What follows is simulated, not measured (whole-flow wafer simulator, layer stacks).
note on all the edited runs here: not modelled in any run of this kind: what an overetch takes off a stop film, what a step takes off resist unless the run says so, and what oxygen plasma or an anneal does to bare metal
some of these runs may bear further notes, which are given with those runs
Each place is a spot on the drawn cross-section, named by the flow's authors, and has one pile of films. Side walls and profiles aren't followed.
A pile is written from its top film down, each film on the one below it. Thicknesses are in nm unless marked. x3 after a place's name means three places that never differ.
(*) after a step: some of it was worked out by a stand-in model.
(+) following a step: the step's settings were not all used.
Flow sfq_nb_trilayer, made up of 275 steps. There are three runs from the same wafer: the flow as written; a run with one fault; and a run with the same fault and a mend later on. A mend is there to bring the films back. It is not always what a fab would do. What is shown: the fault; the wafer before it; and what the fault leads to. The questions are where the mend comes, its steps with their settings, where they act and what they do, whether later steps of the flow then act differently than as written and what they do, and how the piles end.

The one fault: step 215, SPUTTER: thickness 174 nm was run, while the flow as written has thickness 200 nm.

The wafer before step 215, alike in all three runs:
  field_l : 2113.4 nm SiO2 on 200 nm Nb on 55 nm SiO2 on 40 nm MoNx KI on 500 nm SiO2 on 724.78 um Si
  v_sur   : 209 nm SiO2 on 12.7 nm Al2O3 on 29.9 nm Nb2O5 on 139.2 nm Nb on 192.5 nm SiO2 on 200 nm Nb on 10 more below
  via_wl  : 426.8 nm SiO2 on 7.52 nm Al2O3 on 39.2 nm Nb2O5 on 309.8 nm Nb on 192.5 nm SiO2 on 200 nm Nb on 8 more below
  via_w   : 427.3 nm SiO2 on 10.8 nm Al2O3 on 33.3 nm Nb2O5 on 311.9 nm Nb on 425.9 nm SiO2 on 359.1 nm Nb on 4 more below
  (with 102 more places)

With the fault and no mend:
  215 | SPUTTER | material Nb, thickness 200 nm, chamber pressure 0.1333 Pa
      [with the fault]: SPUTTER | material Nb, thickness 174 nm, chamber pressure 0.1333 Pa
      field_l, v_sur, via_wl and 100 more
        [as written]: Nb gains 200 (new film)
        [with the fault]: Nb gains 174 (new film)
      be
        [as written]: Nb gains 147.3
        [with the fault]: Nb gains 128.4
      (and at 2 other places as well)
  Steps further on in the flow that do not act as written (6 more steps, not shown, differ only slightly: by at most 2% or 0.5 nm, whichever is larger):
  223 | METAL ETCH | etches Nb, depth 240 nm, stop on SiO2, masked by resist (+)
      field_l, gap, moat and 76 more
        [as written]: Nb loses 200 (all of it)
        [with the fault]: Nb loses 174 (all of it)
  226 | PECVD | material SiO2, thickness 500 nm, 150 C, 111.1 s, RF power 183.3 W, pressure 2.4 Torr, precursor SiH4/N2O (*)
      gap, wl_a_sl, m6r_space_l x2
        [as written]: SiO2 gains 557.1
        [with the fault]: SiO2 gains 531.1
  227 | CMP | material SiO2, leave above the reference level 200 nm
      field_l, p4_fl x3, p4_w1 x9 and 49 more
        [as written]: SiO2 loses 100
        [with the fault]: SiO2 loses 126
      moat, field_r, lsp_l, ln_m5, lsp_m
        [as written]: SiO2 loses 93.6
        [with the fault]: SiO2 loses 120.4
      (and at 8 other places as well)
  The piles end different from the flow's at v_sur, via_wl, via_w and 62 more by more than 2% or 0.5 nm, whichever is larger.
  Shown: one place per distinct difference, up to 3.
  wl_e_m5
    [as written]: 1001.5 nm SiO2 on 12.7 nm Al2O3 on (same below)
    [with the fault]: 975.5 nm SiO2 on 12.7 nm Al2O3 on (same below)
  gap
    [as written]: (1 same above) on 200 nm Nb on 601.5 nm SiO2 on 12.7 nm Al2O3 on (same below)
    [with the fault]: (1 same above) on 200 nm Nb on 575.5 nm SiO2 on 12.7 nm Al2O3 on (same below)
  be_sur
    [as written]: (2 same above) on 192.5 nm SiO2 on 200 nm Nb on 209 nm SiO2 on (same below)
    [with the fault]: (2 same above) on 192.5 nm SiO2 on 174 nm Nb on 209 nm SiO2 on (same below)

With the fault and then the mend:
  The mend follows step 215.
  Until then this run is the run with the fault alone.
  215a | SPUTTER | material Nb, thickness 26 nm, chamber pressure 0.1333 Pa (the flow's step 215, run once more with other settings)
      field_l, v_sur, via_wl and 98 more
        Nb gains 26
      ce_l, ce_r
        Nb gains 25.1
      be
        Nb gains 16.4
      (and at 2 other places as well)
  Every later step of the flow that is run acts as written, at every place that is followed, to within 2% or 0.5 nm, whichever is larger.
  The piles end only slightly different from the flow's at the places that both follow, by no more than 2% or 0.5 nm, whichever is larger.
